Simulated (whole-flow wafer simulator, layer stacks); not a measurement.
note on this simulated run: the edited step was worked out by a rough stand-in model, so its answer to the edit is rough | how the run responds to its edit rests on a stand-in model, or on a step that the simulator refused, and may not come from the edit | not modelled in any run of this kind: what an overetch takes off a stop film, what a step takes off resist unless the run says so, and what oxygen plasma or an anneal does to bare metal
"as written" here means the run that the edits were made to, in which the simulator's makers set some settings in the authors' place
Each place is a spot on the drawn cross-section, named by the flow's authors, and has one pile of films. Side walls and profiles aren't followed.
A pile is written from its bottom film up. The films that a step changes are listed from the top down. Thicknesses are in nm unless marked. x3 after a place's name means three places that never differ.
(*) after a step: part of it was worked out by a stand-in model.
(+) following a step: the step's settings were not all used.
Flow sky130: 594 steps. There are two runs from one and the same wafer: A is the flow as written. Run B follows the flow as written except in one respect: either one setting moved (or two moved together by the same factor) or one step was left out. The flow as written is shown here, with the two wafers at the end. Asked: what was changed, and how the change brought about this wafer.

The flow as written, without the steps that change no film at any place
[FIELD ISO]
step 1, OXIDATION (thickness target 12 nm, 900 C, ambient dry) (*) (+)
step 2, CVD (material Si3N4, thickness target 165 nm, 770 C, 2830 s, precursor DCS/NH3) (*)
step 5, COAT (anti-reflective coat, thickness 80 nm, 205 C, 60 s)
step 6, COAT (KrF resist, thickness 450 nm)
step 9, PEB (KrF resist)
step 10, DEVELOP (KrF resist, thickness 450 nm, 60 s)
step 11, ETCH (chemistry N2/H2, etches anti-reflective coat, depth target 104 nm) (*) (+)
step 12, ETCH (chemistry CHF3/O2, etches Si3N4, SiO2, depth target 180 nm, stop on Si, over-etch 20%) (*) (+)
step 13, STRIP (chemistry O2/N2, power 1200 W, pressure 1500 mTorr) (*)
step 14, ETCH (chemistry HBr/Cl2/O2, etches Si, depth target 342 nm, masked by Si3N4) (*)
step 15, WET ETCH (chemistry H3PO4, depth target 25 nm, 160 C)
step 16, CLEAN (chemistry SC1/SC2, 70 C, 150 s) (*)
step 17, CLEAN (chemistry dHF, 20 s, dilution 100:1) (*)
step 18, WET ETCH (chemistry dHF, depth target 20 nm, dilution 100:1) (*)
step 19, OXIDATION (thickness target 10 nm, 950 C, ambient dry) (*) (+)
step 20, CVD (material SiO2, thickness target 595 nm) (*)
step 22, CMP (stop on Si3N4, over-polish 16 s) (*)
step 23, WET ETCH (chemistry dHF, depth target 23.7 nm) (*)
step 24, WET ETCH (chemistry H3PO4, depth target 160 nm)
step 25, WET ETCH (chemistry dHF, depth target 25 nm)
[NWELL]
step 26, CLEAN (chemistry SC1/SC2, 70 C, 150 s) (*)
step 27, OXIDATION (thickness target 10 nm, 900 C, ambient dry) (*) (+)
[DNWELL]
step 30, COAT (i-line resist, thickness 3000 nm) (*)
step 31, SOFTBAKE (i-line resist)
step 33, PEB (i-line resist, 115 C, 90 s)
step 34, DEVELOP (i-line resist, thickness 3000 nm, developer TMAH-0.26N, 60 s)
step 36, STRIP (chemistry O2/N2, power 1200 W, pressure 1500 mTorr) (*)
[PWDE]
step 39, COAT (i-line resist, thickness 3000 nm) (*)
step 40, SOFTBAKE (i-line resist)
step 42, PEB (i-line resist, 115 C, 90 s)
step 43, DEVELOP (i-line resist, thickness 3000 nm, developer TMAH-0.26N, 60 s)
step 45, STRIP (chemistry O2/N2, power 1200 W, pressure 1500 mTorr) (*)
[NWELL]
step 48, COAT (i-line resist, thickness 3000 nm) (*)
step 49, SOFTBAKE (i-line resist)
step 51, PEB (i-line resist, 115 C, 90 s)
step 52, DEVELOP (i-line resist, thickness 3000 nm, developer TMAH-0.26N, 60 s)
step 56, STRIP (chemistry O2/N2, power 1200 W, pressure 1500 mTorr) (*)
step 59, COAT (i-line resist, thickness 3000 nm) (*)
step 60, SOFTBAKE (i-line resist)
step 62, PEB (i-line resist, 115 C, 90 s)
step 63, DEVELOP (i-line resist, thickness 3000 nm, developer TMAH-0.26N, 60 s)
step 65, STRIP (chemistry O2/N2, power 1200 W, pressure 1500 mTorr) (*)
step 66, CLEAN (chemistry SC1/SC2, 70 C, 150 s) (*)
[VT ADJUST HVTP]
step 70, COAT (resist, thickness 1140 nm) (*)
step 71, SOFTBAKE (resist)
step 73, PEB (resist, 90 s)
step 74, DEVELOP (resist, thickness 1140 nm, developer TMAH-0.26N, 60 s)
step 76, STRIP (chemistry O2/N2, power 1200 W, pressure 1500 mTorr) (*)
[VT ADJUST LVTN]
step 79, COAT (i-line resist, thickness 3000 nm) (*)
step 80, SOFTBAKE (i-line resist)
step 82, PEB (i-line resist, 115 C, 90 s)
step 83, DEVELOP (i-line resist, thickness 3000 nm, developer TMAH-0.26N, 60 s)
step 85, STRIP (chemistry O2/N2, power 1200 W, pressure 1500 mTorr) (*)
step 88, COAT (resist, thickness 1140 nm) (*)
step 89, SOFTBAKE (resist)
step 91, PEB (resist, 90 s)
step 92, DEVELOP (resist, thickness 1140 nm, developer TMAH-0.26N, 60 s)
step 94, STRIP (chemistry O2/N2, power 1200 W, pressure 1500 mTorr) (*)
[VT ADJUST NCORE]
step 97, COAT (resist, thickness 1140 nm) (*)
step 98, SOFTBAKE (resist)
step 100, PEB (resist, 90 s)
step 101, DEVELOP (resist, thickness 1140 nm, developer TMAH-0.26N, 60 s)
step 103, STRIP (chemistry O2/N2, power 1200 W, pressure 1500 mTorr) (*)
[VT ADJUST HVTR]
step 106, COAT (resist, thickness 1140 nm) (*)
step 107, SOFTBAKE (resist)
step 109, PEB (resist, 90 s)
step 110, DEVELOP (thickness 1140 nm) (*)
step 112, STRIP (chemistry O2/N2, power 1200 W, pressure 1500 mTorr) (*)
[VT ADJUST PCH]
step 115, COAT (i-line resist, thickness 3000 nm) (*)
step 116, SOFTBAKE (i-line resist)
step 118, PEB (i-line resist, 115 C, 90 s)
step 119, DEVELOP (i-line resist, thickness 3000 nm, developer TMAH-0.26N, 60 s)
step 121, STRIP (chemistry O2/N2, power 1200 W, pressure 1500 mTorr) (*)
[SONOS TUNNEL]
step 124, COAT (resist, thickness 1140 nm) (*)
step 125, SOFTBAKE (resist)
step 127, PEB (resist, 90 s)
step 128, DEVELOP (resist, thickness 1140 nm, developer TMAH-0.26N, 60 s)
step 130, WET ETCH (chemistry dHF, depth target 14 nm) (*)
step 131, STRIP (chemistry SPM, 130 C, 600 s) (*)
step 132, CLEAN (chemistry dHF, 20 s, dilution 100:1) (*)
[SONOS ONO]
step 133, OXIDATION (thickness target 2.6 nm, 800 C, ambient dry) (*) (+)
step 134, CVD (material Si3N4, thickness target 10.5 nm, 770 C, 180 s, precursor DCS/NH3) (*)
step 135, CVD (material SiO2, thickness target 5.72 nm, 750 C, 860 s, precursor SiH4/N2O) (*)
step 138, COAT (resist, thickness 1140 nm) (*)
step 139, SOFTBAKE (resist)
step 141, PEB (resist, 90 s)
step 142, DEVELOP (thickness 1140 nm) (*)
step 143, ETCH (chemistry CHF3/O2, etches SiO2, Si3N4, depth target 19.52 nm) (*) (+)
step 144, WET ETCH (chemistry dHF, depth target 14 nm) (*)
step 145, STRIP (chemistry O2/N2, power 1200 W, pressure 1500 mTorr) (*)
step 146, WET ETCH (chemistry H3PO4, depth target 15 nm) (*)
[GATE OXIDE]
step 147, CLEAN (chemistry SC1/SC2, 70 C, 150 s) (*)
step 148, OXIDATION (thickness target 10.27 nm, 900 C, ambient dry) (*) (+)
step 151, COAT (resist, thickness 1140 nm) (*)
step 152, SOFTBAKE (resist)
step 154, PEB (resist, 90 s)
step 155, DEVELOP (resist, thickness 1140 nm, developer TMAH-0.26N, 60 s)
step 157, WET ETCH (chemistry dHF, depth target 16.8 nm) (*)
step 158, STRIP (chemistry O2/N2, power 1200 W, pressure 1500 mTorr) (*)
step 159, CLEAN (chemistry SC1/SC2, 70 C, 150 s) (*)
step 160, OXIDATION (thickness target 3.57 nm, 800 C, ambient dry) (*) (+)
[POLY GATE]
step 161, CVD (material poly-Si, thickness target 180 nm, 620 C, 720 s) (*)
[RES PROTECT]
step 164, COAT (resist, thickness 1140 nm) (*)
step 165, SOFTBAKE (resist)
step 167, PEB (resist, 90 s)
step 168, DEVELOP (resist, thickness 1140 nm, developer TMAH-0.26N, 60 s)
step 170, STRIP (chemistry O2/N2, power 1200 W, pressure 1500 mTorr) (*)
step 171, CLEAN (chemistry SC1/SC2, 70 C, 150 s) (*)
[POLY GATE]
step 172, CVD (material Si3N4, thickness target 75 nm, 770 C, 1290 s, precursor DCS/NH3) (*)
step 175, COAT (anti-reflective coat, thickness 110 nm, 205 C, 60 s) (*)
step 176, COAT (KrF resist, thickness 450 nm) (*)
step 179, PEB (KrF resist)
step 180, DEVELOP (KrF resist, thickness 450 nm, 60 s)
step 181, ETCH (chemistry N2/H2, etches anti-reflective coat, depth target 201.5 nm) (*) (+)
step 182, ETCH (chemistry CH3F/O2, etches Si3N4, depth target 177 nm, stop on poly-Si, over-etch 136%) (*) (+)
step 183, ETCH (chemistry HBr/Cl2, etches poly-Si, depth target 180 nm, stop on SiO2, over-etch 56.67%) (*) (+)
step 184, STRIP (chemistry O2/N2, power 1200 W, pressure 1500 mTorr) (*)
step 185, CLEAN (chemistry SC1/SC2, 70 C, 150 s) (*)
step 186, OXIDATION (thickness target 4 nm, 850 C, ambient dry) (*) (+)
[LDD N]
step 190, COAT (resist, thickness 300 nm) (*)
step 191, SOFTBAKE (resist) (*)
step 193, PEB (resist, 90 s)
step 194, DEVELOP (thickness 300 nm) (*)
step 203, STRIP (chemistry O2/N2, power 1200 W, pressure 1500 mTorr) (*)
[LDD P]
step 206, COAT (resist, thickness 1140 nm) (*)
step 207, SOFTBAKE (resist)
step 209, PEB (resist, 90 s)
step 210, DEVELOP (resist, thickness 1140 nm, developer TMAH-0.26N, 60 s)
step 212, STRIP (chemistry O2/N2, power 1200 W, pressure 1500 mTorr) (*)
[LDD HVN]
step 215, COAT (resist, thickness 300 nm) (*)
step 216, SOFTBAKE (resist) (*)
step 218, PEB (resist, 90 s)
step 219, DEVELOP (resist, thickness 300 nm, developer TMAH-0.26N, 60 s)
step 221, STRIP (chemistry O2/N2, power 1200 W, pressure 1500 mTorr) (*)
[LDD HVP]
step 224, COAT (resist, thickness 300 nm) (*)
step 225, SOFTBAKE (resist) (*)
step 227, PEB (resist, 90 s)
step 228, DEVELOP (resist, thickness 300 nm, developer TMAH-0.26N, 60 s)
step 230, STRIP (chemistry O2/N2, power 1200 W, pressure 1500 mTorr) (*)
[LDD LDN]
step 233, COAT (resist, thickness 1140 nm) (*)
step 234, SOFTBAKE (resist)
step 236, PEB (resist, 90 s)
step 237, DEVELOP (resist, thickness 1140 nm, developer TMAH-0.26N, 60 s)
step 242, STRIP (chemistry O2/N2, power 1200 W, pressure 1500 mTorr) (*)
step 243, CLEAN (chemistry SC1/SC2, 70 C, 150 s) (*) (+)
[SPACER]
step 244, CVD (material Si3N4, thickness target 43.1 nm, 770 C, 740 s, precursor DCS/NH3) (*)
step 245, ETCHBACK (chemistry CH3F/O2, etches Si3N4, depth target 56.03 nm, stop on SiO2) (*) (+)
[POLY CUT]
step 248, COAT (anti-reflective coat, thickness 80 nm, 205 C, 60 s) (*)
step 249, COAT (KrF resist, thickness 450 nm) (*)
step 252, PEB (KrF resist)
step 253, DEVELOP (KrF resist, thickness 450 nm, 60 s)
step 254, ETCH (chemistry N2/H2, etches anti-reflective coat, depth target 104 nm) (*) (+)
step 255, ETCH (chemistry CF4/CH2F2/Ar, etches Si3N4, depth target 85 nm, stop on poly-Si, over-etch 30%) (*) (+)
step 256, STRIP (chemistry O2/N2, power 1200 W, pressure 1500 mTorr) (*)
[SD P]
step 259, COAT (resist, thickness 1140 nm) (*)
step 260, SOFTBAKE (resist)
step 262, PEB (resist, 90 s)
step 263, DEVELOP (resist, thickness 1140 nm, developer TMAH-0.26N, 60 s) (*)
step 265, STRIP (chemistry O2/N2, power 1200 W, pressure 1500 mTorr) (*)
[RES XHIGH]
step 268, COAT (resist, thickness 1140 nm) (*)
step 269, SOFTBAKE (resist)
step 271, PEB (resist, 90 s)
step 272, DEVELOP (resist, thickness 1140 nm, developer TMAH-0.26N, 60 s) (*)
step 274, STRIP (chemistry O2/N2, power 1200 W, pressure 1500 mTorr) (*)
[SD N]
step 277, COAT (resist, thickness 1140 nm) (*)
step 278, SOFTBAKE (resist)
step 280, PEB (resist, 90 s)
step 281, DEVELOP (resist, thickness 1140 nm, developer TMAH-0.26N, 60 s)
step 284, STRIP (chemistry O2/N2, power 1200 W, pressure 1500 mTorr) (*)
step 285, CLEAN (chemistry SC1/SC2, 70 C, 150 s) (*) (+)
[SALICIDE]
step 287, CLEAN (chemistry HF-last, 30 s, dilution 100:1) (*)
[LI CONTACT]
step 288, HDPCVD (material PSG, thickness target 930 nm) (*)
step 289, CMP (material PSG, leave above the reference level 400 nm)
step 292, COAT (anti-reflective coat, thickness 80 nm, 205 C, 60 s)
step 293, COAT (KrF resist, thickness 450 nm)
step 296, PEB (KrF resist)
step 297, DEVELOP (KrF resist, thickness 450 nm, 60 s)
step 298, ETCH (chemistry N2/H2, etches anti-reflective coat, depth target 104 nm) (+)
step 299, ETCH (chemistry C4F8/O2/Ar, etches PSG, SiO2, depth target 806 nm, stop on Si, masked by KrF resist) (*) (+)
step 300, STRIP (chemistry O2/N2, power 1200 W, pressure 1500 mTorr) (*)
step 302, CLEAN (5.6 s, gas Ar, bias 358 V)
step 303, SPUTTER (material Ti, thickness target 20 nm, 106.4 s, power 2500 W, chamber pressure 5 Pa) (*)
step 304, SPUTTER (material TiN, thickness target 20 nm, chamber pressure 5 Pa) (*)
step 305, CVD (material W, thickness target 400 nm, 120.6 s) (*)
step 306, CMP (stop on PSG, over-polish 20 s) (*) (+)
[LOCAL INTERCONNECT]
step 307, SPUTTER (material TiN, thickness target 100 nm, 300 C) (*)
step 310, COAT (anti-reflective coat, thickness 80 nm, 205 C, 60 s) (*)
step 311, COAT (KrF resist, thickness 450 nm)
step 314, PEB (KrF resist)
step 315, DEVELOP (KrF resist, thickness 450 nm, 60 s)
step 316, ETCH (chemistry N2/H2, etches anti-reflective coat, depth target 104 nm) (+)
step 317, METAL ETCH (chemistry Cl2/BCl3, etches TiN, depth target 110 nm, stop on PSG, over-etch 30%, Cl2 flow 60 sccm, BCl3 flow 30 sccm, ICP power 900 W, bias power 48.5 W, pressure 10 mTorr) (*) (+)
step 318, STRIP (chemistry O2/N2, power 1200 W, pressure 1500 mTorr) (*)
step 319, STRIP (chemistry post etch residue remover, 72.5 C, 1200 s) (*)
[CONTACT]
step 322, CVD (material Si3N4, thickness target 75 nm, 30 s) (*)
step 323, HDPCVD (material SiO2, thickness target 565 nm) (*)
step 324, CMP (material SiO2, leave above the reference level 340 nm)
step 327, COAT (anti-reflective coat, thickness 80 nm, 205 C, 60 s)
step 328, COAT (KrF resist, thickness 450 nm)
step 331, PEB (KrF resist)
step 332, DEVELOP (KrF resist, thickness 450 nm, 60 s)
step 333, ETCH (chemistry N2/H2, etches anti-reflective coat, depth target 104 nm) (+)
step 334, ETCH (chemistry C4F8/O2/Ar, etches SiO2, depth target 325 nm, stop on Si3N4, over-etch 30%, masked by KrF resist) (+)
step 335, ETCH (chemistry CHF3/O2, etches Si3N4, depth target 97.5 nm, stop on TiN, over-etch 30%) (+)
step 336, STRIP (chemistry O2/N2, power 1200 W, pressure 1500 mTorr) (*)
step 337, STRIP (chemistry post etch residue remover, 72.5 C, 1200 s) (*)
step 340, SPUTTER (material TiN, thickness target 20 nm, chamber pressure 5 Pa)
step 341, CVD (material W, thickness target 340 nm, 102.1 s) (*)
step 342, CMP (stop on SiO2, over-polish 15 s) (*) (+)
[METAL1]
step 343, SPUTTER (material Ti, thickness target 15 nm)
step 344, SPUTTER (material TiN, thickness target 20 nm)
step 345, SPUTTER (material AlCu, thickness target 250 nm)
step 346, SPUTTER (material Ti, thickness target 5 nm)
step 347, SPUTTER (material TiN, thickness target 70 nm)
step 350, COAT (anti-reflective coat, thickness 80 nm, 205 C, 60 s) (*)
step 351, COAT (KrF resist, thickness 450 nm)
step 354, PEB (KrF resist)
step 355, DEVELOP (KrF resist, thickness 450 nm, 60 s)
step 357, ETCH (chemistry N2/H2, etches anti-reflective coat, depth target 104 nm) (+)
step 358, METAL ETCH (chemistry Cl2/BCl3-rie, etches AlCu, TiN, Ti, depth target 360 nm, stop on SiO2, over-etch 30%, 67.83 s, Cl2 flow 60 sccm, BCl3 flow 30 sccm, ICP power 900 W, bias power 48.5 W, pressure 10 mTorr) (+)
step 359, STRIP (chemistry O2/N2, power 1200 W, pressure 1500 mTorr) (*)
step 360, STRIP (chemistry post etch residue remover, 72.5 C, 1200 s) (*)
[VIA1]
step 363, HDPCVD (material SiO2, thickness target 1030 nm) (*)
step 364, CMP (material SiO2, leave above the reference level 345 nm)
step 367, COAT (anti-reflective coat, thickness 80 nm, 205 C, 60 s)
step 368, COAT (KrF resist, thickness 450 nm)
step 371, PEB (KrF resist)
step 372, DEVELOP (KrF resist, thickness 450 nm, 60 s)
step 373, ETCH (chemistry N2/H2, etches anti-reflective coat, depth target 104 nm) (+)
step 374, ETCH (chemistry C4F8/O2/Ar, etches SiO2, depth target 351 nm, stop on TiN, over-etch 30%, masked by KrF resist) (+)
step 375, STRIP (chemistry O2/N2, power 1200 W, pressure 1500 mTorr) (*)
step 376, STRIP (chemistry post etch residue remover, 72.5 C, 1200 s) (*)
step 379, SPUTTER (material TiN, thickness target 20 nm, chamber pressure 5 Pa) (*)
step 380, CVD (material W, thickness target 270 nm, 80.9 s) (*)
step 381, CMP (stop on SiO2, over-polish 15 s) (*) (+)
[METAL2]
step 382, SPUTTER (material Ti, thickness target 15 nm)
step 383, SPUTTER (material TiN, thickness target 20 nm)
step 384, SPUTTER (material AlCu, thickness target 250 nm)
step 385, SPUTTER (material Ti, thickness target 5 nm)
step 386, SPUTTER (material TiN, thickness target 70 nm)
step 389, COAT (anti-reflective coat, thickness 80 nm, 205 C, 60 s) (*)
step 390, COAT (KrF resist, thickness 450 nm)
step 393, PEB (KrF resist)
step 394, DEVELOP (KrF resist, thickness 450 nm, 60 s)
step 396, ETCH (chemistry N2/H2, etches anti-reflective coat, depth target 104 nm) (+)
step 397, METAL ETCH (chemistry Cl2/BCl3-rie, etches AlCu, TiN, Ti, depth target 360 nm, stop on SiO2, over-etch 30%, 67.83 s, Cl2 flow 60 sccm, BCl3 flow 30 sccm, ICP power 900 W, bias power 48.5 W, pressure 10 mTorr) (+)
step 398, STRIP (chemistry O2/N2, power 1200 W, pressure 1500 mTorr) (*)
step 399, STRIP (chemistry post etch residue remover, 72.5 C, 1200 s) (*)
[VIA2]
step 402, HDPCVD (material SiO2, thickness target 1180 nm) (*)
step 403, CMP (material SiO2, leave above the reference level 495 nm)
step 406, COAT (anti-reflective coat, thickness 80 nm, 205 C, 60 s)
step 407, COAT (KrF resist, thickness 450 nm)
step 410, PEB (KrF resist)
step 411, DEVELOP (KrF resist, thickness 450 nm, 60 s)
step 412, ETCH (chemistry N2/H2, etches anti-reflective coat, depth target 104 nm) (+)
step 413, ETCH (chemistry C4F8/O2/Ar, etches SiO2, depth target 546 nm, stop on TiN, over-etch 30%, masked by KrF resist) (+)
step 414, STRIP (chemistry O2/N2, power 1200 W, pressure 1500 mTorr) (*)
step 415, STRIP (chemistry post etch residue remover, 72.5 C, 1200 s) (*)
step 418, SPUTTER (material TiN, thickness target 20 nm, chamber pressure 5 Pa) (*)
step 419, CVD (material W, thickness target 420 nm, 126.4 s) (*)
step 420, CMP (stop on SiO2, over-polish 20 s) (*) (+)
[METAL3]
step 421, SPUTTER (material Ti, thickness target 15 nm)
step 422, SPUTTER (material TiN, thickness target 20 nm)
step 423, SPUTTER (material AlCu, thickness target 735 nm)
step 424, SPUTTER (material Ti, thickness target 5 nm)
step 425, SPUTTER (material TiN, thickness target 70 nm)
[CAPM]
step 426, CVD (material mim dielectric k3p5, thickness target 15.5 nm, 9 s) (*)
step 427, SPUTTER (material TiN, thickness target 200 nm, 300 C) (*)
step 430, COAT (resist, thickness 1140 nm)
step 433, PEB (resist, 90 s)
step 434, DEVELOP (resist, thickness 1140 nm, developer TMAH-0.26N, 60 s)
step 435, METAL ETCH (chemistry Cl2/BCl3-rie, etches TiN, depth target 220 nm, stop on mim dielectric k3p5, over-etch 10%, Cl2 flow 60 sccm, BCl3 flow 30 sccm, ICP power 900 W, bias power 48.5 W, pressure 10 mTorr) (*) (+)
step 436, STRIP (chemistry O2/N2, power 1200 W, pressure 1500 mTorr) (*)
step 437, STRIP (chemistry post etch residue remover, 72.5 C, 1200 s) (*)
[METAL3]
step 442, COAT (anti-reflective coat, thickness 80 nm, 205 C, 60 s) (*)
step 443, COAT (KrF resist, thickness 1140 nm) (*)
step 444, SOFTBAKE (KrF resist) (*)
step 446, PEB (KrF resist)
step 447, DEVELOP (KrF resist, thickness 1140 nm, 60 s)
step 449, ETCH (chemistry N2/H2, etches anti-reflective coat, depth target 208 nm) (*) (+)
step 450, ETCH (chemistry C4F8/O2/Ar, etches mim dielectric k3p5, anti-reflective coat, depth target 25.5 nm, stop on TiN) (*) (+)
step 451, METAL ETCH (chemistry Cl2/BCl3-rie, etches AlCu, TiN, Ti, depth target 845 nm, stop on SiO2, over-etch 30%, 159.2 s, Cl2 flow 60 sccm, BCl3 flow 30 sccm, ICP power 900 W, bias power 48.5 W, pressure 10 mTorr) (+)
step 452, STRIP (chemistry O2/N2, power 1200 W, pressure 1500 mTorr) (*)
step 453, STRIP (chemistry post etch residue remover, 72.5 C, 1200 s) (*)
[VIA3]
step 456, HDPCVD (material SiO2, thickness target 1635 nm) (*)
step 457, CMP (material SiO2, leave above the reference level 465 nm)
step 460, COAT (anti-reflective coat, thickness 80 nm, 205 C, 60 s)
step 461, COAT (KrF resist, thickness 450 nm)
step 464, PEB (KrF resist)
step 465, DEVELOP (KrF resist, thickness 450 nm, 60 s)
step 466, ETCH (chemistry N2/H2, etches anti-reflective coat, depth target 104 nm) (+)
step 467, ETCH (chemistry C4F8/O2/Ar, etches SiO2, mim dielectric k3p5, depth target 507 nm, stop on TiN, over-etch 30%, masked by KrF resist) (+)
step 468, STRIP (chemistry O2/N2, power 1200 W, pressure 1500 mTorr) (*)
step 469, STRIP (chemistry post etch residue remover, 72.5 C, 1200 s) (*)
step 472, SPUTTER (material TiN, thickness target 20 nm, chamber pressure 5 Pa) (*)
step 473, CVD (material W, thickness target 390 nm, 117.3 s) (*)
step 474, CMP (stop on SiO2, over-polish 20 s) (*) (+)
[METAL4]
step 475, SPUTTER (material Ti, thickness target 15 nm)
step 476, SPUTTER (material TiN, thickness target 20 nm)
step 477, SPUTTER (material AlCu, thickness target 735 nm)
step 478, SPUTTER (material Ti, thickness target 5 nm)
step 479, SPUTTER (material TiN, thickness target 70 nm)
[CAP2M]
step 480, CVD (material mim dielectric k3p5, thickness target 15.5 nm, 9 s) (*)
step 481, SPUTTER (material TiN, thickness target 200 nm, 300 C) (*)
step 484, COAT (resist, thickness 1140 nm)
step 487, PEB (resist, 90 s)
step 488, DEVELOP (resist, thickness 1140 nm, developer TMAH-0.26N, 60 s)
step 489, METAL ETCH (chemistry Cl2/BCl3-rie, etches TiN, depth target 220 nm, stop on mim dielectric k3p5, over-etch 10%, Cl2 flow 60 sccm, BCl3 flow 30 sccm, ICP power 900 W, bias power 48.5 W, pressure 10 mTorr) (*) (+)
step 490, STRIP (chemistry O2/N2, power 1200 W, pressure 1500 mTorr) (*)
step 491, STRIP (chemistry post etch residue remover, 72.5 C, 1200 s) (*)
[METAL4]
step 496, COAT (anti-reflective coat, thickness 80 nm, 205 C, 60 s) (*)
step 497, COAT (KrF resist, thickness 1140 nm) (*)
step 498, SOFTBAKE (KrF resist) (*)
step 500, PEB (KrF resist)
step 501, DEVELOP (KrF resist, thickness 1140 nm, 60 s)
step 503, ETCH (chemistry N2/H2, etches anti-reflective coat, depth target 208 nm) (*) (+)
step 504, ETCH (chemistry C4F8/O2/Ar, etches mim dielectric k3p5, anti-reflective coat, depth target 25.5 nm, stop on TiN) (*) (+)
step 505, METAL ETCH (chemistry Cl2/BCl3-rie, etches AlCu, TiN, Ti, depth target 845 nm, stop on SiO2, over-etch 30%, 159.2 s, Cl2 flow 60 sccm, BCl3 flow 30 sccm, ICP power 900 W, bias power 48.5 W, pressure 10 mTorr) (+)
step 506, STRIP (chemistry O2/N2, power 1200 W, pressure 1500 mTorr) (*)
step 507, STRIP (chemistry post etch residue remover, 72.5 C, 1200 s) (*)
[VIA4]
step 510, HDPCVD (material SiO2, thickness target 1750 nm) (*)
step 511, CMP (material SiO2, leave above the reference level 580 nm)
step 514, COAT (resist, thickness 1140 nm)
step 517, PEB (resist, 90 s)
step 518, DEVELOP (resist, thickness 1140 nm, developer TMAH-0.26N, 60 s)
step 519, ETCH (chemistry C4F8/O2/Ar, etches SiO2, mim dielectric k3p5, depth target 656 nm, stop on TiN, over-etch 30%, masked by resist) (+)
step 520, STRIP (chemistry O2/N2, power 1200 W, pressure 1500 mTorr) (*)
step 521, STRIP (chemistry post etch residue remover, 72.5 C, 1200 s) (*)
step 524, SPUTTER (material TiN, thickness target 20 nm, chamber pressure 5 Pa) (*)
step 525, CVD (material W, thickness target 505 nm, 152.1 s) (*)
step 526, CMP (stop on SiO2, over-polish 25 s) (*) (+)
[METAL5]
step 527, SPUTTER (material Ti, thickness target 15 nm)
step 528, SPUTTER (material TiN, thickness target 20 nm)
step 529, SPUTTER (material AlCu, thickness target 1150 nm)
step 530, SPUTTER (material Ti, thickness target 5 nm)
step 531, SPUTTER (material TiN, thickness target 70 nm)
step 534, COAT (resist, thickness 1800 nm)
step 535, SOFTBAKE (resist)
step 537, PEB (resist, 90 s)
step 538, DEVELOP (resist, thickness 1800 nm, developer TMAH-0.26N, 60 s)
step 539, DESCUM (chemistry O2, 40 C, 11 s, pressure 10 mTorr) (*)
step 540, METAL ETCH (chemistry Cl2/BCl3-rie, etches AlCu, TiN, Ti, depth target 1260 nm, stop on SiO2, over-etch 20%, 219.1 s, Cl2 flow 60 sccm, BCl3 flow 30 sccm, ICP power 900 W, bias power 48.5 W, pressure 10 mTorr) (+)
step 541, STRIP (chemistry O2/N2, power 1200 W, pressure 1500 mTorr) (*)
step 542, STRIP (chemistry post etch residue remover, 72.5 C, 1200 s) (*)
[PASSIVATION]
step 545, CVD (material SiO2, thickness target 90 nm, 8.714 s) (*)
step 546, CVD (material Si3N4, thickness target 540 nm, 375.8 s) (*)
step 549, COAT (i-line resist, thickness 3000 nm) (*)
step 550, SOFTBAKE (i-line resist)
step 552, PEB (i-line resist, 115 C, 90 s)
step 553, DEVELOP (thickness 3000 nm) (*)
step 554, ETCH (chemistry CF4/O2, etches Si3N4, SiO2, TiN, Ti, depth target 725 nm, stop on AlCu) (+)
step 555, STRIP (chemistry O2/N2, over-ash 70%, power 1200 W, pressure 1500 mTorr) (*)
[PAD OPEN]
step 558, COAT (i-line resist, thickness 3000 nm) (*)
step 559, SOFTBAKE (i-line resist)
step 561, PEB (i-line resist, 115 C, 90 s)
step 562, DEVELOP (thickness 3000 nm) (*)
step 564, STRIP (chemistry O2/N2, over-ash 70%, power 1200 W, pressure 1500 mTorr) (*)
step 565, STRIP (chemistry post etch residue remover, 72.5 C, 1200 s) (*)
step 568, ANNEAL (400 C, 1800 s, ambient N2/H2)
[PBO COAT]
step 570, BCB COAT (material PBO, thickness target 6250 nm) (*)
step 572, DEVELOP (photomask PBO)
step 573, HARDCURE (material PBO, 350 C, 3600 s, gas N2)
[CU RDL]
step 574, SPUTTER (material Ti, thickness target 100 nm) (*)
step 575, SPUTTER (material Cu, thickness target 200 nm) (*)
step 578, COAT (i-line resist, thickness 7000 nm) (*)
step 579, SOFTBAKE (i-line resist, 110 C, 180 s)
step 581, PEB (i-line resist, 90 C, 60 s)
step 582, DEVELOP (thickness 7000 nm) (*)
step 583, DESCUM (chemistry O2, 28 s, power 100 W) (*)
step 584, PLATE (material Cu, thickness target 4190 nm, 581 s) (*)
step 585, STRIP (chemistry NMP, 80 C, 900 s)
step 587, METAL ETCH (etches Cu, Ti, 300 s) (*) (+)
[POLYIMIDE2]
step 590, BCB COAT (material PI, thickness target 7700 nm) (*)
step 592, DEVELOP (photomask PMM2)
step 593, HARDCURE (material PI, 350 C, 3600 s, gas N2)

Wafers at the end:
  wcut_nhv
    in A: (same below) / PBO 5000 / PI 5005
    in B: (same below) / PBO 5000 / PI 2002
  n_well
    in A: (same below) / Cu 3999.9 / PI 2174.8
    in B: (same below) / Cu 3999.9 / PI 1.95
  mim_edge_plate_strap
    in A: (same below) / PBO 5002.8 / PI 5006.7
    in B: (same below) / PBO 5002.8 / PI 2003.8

What caused this: step 590, BCB COAT: thickness target 3080 nm was run, while the flow as written has thickness target 7700 nm.

Step by step, how the change led to this:
  step 590, BCB COAT (material PI, thickness target 7700 nm) (*)
      de16_gate_nw: A PI gains 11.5 um (new film) | B PI gains 6566.9 (new film)
      dice_street, wcut_nhv, wcut_phv and 14 more: A PI gains 7700 (new film) | B PI gains 3080 (new film)
      (and at 175 other places as well)
  step 592, DEVELOP (photomask PMM2)
      pad: A PI loses 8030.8 (all of it) | B PI loses 3410.9 (all of it)
  step 593, HARDCURE (material PI, 350 C, 3600 s, gas N2)
      dice_street, wcut_nhv, wcut_phv and 16 more: A PI loses 2695 | B PI loses 1078
      gate_len, gate_lvt_sd_len, gate_p_sd_len, gate_p_hvt_sd_len, gate_p_lvt_sd_len, gate_len_250: A PI loses 2695.1 | B PI loses 1078
      (and at 167 other places as well)
